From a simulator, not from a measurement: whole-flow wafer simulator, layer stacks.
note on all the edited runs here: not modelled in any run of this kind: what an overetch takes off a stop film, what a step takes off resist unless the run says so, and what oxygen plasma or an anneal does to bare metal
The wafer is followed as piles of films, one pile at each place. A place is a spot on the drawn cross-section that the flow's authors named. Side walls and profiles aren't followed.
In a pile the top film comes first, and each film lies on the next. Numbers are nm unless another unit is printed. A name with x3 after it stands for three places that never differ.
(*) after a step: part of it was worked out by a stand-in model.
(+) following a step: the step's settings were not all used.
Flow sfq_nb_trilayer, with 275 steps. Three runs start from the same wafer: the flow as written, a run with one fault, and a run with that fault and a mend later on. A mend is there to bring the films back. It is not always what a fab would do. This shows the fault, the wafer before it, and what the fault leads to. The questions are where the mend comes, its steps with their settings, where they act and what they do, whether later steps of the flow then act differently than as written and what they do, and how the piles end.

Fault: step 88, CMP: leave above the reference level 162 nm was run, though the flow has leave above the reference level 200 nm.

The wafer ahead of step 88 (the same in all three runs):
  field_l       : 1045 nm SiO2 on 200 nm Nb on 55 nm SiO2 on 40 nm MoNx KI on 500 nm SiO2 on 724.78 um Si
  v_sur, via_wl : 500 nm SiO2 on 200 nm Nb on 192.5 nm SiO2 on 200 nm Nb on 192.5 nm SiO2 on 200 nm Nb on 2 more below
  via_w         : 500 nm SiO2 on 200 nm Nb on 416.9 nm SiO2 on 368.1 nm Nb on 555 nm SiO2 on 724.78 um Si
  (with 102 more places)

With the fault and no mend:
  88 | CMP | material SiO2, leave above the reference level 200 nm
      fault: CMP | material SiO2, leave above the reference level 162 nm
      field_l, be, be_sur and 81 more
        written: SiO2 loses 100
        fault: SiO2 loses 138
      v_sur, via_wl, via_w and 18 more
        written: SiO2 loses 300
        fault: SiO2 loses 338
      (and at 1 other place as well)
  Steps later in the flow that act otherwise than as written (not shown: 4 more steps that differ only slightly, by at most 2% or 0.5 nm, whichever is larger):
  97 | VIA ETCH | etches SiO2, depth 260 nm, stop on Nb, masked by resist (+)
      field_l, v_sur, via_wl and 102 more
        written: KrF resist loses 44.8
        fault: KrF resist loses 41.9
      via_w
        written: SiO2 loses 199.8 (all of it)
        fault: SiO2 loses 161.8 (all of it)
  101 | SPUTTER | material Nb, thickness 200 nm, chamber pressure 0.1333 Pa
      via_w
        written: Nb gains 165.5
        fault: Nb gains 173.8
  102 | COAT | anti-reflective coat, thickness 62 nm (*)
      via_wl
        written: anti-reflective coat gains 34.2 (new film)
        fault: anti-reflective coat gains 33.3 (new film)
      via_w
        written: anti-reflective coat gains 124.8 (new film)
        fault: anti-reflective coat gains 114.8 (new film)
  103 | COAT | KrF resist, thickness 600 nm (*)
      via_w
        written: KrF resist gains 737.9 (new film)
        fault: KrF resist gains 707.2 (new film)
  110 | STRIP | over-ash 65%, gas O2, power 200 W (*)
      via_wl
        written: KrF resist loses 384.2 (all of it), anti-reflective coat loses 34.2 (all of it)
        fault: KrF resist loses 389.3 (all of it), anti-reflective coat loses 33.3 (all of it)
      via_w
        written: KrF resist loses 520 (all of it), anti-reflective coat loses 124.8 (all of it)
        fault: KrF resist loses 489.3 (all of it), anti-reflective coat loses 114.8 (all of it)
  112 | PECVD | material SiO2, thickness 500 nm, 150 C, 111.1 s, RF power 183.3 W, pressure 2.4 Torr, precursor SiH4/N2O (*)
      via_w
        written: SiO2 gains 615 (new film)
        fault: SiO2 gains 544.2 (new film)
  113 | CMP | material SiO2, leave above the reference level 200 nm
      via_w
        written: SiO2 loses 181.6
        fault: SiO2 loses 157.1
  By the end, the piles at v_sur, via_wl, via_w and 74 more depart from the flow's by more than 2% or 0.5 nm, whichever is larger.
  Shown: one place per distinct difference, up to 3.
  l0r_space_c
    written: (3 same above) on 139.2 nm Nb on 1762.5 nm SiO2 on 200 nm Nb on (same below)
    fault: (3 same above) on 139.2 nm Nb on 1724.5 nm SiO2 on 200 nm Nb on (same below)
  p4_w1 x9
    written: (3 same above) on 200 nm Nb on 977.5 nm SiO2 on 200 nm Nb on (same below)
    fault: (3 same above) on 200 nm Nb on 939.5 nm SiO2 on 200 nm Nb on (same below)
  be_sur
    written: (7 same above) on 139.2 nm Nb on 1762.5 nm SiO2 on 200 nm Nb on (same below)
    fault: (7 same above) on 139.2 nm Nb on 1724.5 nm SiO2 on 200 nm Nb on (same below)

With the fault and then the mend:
  The mend stands after step 89.
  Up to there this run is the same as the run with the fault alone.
  89a | PECVD | material SiO2, thickness 38 nm, 150 C, 8.444 s, RF power 183.3 W, pressure 2.4 Torr, precursor SiH4/N2O (the flow's step 87 again, with other settings)
      field_l, v_sur, via_wl and 103 more
        SiO2 gains 38
  None of the later steps of the flow acts differently than as written at any place that is followed.
  The piles end the same as the flow's at every place that both follow.
